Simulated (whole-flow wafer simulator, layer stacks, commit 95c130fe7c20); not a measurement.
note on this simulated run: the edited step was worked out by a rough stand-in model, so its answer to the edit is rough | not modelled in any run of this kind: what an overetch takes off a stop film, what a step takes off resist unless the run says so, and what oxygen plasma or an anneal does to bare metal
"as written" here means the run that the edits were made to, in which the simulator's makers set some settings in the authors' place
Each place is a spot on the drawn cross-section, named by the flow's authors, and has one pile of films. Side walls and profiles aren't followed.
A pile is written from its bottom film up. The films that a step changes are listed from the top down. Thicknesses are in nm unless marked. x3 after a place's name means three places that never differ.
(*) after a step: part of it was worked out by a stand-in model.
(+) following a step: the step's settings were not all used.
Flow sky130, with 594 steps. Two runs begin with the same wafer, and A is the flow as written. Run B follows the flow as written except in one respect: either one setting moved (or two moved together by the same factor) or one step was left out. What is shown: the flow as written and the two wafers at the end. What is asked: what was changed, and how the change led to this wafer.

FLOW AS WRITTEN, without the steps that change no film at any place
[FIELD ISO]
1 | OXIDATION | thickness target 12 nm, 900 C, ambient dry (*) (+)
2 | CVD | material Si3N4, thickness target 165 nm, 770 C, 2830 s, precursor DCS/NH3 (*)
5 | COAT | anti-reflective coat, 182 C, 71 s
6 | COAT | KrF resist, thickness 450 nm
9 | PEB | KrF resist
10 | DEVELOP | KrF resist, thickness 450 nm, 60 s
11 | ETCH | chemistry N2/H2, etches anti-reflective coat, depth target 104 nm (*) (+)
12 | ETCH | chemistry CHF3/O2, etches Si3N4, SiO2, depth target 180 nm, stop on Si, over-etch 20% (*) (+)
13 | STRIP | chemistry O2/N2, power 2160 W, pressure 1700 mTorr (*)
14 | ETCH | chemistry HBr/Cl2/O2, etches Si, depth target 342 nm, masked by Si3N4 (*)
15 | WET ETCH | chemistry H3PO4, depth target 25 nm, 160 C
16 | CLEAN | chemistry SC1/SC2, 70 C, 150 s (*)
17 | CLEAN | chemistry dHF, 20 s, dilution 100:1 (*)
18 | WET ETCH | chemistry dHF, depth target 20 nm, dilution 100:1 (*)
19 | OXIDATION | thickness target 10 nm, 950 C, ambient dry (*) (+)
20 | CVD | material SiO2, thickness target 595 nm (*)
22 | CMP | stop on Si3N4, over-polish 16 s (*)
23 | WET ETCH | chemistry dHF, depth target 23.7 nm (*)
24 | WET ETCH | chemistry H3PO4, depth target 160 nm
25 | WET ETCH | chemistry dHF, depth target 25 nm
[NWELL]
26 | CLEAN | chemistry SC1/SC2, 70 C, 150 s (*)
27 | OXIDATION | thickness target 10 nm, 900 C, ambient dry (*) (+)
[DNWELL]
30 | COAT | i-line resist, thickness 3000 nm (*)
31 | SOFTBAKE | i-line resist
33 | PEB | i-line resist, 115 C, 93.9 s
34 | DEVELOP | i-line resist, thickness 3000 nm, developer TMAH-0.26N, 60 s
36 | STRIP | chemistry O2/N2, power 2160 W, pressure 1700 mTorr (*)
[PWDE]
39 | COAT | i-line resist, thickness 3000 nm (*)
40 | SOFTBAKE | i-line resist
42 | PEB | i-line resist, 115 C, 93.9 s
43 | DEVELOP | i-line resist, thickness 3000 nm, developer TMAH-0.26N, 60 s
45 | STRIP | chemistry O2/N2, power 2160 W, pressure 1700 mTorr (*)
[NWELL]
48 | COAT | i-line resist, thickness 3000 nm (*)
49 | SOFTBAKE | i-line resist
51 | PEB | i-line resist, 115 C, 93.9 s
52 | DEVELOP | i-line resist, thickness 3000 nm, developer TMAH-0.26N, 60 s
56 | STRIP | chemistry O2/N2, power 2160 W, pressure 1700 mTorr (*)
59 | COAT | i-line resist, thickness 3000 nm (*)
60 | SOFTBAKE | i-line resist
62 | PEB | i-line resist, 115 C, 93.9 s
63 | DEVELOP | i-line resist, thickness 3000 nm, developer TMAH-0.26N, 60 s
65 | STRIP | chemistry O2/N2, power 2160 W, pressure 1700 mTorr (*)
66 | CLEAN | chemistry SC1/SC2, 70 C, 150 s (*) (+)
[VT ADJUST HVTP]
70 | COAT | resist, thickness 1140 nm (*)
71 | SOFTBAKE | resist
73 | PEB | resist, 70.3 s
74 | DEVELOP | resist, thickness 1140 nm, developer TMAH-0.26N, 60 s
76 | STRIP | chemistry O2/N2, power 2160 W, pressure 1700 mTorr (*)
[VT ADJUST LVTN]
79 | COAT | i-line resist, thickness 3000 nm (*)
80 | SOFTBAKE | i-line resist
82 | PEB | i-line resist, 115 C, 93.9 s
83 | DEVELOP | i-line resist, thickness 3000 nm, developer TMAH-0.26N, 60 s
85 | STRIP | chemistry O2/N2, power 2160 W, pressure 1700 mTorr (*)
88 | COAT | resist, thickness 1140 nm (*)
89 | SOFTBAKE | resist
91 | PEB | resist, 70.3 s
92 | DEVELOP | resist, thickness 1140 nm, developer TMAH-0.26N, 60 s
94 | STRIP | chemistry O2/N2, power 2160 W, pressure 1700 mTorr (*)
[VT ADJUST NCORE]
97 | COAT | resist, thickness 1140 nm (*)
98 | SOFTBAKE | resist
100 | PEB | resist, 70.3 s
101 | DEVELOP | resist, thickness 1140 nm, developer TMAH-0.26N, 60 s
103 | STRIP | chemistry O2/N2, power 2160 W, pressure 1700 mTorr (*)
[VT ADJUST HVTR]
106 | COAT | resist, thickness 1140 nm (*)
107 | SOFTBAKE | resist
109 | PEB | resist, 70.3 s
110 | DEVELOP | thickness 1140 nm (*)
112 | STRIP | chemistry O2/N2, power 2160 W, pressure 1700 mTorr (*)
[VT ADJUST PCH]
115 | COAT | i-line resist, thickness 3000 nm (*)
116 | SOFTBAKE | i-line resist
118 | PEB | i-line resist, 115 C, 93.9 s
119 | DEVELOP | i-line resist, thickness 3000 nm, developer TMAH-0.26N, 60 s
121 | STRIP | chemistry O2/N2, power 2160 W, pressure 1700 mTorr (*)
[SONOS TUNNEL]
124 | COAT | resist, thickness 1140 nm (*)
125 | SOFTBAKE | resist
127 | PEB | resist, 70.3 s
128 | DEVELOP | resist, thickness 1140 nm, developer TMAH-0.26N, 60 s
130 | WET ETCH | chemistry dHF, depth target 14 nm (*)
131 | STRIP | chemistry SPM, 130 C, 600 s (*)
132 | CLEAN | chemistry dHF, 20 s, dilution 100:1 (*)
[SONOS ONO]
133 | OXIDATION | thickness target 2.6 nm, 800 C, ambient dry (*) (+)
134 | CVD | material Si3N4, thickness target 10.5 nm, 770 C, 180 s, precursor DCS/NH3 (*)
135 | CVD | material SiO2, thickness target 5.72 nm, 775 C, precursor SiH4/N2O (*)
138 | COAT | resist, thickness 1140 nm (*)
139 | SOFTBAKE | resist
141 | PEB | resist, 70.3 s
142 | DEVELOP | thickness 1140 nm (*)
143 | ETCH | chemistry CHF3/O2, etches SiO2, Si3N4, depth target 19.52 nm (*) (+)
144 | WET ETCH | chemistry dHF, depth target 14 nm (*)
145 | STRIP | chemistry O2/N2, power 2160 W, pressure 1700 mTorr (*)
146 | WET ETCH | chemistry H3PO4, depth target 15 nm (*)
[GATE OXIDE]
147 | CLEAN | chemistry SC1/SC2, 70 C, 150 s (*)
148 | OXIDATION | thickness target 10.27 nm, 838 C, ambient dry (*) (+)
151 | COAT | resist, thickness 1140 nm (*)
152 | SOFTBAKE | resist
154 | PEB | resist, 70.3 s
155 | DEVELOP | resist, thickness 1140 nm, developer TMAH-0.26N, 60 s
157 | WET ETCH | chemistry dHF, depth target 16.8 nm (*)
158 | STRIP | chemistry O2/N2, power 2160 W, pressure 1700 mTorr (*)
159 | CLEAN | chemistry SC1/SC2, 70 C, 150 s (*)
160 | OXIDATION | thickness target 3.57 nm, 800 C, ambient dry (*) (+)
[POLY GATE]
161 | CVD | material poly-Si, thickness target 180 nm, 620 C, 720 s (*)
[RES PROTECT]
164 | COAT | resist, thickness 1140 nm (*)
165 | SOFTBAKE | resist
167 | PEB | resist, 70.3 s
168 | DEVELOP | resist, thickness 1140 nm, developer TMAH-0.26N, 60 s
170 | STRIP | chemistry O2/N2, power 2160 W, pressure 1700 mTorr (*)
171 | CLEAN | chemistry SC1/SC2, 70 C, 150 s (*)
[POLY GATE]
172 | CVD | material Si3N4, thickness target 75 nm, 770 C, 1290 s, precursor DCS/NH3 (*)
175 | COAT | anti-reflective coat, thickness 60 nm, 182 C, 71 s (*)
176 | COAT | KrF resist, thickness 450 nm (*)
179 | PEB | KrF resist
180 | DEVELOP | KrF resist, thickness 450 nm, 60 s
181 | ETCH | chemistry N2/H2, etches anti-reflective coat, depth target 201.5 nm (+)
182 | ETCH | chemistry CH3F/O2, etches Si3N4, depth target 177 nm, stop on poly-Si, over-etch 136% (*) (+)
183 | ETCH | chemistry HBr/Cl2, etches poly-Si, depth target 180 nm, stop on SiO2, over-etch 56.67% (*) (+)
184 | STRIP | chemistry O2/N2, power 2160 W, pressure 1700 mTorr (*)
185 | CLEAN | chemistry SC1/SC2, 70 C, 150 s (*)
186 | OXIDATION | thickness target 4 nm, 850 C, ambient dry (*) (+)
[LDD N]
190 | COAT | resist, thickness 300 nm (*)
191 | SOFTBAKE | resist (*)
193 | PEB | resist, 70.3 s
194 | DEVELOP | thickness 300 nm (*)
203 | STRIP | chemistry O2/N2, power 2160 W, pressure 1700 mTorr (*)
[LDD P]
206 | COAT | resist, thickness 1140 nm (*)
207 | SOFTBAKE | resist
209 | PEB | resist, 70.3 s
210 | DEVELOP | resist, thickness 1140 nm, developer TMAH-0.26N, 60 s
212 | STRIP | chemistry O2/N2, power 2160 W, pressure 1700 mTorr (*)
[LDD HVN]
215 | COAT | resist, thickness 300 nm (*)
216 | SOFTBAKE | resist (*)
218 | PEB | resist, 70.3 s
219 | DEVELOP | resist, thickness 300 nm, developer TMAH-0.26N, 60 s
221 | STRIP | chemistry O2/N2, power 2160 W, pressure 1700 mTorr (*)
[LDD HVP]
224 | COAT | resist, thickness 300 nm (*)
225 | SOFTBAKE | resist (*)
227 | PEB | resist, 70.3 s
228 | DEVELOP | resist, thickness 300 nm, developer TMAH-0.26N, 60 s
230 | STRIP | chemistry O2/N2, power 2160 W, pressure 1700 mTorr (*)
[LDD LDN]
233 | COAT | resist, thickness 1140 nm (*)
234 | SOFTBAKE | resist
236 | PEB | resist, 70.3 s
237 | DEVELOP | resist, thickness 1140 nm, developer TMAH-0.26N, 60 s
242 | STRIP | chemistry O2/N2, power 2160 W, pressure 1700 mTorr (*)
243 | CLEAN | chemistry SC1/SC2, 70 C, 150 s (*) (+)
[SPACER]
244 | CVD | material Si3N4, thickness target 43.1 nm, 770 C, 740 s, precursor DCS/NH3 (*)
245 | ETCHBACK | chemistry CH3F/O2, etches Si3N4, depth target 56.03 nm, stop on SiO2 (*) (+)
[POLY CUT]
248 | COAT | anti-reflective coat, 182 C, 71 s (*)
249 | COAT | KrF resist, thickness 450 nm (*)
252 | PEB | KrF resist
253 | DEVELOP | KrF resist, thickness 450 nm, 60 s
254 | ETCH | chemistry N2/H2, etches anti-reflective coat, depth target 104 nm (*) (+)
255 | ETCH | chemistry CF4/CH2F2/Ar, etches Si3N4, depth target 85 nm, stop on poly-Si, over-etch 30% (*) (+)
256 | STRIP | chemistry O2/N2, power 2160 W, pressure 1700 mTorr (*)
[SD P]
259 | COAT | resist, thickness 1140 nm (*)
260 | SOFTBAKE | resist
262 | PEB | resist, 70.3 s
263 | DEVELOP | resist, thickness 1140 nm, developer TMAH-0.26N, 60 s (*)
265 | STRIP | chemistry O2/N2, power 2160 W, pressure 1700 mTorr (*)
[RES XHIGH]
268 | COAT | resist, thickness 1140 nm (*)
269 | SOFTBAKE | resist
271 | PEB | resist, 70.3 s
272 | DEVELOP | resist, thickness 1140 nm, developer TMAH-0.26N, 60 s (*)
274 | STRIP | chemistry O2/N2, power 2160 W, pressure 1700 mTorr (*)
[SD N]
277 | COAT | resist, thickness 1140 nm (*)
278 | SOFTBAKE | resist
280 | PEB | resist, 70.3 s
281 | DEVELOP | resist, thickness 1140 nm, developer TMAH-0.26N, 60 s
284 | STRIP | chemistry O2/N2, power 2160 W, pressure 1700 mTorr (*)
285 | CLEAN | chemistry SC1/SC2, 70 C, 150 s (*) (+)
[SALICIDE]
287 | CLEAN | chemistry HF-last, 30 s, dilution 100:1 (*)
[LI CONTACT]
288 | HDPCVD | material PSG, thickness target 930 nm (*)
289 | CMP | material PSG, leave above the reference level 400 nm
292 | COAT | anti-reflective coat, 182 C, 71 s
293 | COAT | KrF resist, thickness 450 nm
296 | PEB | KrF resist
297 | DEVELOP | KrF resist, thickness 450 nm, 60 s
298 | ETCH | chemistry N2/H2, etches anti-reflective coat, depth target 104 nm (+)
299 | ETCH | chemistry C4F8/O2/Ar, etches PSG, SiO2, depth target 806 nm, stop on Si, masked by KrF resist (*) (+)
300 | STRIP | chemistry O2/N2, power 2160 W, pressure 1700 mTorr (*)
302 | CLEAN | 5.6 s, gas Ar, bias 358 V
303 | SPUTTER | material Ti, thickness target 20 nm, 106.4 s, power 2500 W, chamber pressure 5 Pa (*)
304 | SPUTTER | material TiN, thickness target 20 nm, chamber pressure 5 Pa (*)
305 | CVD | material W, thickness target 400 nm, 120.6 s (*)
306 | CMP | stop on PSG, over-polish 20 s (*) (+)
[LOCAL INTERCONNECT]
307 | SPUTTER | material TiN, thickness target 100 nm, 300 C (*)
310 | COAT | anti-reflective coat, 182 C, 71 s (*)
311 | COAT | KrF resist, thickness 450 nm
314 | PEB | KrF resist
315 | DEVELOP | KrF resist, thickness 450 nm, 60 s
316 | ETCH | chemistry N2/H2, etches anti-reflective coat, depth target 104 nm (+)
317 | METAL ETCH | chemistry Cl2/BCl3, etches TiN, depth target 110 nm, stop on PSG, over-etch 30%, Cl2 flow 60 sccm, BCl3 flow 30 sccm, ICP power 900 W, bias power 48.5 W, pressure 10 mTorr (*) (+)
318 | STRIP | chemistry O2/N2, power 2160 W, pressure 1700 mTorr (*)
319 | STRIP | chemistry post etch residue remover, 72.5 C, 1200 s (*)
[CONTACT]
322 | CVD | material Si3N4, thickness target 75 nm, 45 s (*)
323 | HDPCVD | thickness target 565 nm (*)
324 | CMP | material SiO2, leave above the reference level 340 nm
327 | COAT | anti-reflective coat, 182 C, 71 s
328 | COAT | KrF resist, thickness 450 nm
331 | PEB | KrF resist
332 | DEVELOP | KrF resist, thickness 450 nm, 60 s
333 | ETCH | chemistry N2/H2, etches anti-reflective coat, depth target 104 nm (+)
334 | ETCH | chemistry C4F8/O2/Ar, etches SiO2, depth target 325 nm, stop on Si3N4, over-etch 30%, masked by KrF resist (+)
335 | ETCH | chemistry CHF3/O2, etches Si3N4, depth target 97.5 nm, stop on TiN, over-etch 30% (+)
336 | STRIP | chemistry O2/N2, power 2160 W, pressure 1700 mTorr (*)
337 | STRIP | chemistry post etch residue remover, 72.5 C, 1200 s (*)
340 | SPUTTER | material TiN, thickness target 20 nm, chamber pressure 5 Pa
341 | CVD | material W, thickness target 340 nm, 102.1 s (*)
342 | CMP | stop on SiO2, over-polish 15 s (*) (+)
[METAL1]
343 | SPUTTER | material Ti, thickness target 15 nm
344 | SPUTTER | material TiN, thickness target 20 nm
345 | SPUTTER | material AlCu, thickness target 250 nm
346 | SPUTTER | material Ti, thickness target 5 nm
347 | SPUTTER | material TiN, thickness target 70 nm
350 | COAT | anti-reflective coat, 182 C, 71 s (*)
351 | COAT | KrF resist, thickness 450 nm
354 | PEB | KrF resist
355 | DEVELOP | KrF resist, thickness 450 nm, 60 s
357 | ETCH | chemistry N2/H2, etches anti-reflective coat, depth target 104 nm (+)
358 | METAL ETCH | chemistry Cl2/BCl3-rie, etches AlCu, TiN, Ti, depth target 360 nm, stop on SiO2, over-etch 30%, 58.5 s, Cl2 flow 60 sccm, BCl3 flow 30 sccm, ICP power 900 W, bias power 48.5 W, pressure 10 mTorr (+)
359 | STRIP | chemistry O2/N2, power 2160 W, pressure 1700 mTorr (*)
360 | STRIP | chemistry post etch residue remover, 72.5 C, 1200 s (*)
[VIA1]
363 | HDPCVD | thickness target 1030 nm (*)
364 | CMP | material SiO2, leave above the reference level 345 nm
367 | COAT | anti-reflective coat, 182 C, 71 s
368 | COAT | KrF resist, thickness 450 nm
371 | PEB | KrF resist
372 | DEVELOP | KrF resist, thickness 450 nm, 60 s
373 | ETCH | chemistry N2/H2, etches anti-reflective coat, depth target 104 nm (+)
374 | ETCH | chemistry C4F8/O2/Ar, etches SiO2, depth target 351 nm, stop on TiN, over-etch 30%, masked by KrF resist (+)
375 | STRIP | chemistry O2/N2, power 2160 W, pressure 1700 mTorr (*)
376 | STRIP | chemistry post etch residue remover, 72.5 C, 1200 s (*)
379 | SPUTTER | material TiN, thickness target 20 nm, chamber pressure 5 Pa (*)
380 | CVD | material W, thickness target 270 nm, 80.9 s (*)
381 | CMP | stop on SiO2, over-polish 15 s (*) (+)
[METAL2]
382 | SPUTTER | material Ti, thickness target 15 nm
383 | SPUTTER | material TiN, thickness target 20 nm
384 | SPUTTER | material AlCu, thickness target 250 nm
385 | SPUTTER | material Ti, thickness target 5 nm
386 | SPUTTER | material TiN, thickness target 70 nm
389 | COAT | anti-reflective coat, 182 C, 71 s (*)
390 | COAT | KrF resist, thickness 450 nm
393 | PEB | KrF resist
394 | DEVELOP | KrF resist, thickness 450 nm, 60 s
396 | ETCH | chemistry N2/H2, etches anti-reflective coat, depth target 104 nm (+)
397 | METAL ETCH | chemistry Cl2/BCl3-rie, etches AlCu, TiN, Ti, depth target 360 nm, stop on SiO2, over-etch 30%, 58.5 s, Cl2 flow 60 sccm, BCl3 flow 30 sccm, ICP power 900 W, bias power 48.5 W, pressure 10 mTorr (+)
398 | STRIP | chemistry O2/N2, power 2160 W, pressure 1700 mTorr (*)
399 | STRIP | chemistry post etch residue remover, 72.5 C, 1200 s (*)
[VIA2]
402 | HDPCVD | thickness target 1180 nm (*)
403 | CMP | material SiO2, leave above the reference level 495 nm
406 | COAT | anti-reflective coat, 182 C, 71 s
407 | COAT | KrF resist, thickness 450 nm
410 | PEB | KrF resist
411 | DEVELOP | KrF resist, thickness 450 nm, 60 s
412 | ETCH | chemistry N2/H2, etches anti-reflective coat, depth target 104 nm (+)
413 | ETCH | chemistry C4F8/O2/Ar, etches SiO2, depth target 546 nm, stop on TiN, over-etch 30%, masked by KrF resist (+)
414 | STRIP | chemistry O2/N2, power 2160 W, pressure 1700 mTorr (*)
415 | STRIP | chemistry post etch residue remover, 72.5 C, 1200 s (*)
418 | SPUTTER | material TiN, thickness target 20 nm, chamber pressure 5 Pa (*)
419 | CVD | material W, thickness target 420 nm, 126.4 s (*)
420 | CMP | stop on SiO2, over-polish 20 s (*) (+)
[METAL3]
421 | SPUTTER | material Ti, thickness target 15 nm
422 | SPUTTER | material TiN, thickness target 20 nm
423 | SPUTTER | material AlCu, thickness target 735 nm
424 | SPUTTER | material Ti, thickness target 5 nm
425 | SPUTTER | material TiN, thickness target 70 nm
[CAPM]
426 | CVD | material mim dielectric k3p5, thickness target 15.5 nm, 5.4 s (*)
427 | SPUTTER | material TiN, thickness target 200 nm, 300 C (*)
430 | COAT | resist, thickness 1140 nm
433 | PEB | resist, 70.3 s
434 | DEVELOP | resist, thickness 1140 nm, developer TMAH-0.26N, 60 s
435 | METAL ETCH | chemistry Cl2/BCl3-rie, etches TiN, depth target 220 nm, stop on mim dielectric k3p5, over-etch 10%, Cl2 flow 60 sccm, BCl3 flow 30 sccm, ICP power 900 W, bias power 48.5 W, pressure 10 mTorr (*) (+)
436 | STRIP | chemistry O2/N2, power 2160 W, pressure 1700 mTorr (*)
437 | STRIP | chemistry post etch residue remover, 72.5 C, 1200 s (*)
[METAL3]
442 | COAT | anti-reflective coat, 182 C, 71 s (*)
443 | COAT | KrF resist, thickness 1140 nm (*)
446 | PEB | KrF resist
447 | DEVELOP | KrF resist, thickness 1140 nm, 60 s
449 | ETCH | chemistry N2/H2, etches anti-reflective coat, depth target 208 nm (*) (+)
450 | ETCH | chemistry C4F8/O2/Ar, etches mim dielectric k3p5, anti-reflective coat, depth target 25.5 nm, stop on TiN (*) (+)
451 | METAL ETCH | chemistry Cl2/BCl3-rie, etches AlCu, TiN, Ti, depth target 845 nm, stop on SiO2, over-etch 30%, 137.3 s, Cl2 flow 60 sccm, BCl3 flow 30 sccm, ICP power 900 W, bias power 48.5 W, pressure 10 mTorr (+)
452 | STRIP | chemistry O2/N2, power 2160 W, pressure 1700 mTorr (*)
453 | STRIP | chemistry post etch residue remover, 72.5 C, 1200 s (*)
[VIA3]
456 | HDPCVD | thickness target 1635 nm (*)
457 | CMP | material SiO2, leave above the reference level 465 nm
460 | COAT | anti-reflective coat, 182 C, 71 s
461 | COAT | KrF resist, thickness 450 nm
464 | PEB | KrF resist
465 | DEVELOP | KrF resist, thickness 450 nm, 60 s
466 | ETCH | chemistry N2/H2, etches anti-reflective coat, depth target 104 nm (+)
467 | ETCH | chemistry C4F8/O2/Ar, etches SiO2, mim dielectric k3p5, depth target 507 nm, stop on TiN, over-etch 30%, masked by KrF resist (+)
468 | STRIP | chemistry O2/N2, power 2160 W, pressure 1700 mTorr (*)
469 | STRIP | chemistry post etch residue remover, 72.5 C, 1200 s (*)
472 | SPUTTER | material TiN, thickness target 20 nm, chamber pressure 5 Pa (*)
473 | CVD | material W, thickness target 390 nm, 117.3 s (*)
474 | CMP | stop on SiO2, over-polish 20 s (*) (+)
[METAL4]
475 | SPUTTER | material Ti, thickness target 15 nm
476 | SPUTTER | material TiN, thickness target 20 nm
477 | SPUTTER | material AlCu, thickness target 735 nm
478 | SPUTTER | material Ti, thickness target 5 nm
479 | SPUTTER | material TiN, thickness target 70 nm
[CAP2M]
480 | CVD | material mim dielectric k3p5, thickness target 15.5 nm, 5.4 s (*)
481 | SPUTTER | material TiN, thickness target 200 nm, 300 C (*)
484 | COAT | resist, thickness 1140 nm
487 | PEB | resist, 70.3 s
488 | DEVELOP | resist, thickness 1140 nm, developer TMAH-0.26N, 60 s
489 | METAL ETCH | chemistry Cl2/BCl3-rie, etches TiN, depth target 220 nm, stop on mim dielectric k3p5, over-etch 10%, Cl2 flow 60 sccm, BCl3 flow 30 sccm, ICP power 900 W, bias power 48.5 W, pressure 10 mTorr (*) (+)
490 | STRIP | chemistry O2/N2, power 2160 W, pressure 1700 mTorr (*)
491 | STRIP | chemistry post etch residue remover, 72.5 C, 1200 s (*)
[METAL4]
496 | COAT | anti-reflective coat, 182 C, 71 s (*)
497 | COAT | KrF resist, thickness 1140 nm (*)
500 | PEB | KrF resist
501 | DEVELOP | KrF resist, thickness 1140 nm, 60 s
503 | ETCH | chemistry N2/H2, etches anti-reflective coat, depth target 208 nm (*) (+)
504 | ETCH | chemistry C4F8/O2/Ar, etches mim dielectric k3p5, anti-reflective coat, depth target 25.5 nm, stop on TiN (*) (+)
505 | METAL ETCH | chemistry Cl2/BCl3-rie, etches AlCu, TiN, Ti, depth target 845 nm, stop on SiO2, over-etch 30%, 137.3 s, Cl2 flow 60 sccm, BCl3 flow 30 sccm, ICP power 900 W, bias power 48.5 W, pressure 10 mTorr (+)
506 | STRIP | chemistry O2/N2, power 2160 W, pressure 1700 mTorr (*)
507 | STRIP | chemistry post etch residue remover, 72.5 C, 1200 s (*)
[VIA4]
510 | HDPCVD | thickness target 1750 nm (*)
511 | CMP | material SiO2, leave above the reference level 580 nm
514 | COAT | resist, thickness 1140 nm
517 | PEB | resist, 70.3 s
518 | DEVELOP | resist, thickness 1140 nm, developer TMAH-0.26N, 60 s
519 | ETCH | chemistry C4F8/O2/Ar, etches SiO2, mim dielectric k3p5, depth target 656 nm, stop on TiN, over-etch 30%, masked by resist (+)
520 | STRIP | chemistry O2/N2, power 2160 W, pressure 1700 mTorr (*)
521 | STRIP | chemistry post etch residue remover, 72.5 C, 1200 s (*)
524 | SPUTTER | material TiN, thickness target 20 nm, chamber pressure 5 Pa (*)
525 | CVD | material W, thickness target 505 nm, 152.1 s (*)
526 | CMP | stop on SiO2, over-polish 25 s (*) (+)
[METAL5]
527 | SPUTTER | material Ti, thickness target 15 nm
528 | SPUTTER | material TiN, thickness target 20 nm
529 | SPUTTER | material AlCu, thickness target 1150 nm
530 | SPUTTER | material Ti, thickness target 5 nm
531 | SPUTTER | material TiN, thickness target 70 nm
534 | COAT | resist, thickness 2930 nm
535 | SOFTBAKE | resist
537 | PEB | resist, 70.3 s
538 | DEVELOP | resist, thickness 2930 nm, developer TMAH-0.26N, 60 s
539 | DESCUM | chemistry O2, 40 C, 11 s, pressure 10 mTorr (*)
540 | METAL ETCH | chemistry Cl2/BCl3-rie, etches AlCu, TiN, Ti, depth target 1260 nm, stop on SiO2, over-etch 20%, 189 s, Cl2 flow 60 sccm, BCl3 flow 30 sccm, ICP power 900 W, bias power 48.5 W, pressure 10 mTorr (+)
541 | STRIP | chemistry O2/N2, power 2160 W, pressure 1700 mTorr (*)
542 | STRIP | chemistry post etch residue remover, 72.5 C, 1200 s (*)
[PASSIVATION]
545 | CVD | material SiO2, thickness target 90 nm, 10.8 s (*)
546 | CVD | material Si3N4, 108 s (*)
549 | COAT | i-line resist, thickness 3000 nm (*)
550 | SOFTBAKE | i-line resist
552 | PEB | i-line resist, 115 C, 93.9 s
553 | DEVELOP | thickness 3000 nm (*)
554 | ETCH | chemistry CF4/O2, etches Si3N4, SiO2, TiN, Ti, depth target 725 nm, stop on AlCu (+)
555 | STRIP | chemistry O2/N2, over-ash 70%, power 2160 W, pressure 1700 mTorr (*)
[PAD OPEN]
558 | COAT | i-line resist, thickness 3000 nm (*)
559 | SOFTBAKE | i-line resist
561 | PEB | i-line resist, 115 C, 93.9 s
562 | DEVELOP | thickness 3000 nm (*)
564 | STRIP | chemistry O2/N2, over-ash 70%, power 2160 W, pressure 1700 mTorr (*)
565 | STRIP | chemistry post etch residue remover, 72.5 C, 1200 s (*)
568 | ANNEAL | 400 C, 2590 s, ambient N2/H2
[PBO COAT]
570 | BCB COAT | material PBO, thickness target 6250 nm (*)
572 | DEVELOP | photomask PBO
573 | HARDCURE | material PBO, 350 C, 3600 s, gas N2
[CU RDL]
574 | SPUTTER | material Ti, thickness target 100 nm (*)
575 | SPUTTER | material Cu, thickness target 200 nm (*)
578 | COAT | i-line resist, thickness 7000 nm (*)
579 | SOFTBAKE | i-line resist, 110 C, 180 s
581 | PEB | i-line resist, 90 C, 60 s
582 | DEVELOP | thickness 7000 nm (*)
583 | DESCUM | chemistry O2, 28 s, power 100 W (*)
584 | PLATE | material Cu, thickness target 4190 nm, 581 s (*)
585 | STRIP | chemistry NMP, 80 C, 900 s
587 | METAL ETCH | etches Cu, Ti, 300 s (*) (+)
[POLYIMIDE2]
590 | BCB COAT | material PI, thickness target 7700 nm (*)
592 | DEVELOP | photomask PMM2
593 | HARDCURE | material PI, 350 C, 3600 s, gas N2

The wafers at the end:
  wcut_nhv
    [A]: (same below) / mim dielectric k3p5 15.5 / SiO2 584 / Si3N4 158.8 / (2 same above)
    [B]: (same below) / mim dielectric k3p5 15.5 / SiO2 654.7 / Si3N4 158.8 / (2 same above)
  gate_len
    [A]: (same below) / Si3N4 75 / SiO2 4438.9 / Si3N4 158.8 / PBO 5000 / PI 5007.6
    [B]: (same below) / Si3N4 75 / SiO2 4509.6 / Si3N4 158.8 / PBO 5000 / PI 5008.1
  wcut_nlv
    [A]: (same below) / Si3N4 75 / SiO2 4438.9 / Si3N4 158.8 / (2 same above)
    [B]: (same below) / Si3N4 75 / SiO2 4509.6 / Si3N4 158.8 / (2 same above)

The reason: step 545, CVD: thickness target 141 nm was run, while the flow as written has thickness target 90 nm; step 545, CVD: 17 s was run, where the flow has 10.8 s.

How this came from the change, step by step:
  545 | CVD | material SiO2, thickness target 90 nm, 10.8 s (*)
      field, active, gate and 175 more: A +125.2 SiO2 | B +195.9 SiO2
      n_well, p_well, sd_n and 12 more: A +125.2 SiO2 (new film) | B +195.9 SiO2 (new film)
  550 | SOFTBAKE | i-line resist
      gate_p_lvt, iso_guard_hv_nw: A +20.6 i-line resist | B +22.6 i-line resist
      active: A +12 i-line resist | B +13.5 i-line resist
      (also at 60 further places)
  554 | ETCH | chemistry CF4/O2, etches Si3N4, SiO2, TiN, Ti, depth target 725 nm, stop on AlCu (+)
      field, active, n_well and 189 more: A -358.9 i-line resist | B -429.6 i-line resist
      pad: A -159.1 Si3N4 (all of it), -125.2 SiO2 (all of it), -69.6 TiN (all of it), -5 Ti (all of it) | B -159.1 Si3N4 (all of it), -195.9 SiO2 (all of it), -69.6 TiN (all of it), -5 Ti (all of it)
  555 | STRIP | chemistry O2/N2, over-ash 70%, power 2160 W, pressure 1700 mTorr (*)
      gate_hv, dice_street, iso_guard and 83 more: A -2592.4 i-line resist (all of it) | B -2521.7 i-line resist (all of it)
      n_well, p_well, sd_n, sd_p: A -1340.8 i-line resist (all of it) | B -1270.1 i-line resist (all of it)
      (also at 102 further places)
  558 | COAT | i-line resist, thickness 3000 nm (*)
      pad: A +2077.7 i-line resist (new film) | B +2148.8 i-line resist (new film)
  559 | SOFTBAKE | i-line resist
      gate_p_lvt, iso_guard_hv_nw: A +20.6 i-line resist | B +22.6 i-line resist
      field: A +12.5 i-line resist | B +14 i-line resist
      (also at 67 further places)
  561 | PEB | i-line resist, 115 C, 93.9 s
      pad: A -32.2 i-line resist | B -33.4 i-line resist
  562 | DEVELOP | thickness 3000 nm (*)
      pad: A -2045.5 i-line resist (all of it) | B -2115.4 i-line resist (all of it)
  578 | COAT | i-line resist, thickness 7000 nm (*)
      pad: A +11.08 um i-line resist (new film) | B +11.15 um i-line resist (new film)
  579 | SOFTBAKE | i-line resist, 110 C, 180 s
      ndiff_licon_rim, ndiff_licon: A -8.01 i-line resist | B -8.99 i-line resist
      rpo_hd_licon, mim2: A -14.9 i-line resist | B -15.9 i-line resist
      (also at 28 further places)
  582 | DEVELOP | thickness 7000 nm (*)
      pad: A -11.08 um i-line resist (all of it) | B -11.15 um i-line resist (all of it)
